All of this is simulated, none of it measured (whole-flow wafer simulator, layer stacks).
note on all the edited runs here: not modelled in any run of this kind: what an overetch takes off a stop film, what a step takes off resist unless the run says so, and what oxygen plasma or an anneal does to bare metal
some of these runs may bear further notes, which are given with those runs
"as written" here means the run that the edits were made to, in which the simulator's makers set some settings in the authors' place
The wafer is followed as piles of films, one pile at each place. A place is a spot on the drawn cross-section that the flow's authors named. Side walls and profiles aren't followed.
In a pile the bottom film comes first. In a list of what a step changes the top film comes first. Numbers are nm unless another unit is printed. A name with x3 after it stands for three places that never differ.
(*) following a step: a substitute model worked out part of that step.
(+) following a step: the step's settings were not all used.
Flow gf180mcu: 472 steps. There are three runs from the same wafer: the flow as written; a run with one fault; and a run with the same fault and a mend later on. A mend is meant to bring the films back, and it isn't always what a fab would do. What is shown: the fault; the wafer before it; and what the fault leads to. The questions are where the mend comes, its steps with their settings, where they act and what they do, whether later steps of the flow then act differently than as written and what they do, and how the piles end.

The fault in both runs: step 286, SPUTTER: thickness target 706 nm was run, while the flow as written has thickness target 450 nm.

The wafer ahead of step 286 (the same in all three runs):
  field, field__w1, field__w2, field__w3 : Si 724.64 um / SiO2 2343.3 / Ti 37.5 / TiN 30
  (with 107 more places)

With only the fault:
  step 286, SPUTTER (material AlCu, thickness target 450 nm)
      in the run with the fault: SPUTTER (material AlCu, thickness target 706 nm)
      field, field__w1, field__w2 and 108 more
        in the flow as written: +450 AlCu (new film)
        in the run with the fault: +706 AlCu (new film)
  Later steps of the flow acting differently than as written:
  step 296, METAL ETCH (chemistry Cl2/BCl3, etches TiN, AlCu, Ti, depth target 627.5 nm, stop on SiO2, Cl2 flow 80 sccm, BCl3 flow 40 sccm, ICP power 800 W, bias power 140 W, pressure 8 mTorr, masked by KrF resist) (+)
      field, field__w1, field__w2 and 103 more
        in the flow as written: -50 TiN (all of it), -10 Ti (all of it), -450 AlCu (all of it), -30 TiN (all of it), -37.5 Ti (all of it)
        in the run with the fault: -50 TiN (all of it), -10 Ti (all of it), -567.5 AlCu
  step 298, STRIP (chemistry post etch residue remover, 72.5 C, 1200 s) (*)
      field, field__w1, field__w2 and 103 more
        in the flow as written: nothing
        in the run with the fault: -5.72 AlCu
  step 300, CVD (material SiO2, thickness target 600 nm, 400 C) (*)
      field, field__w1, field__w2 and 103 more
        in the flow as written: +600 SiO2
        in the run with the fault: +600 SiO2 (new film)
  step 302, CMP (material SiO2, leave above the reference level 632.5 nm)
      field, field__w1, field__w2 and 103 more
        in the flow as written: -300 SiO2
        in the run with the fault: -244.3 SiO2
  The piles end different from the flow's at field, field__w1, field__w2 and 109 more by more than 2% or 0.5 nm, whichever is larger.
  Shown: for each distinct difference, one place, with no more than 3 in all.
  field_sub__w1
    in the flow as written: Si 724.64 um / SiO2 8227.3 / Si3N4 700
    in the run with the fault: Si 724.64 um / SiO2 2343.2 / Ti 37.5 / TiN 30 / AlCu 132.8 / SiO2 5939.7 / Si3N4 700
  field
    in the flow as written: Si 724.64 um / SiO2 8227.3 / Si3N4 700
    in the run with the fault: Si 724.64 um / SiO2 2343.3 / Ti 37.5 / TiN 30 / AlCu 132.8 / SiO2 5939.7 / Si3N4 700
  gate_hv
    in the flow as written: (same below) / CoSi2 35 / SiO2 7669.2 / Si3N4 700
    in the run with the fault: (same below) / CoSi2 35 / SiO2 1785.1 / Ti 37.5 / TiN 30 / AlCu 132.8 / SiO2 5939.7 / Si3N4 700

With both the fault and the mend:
  The mend follows step 286.
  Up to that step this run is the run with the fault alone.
  step 286a, METAL ETCH (chemistry Cl2/BCl3, etches TiN, AlCu, Ti, depth target 256 nm, Cl2 flow 80 sccm, BCl3 flow 40 sccm, ICP power 800 W, bias power 140 W, pressure 8 mTorr) (the flow's step 260, run once more with other settings)
      field, field__w1, field__w2 and 108 more
        -256 AlCu
  Every later step of the flow that is run acts as written at every place that is followed.
  The piles end the same as the flow's at every place that both follow.
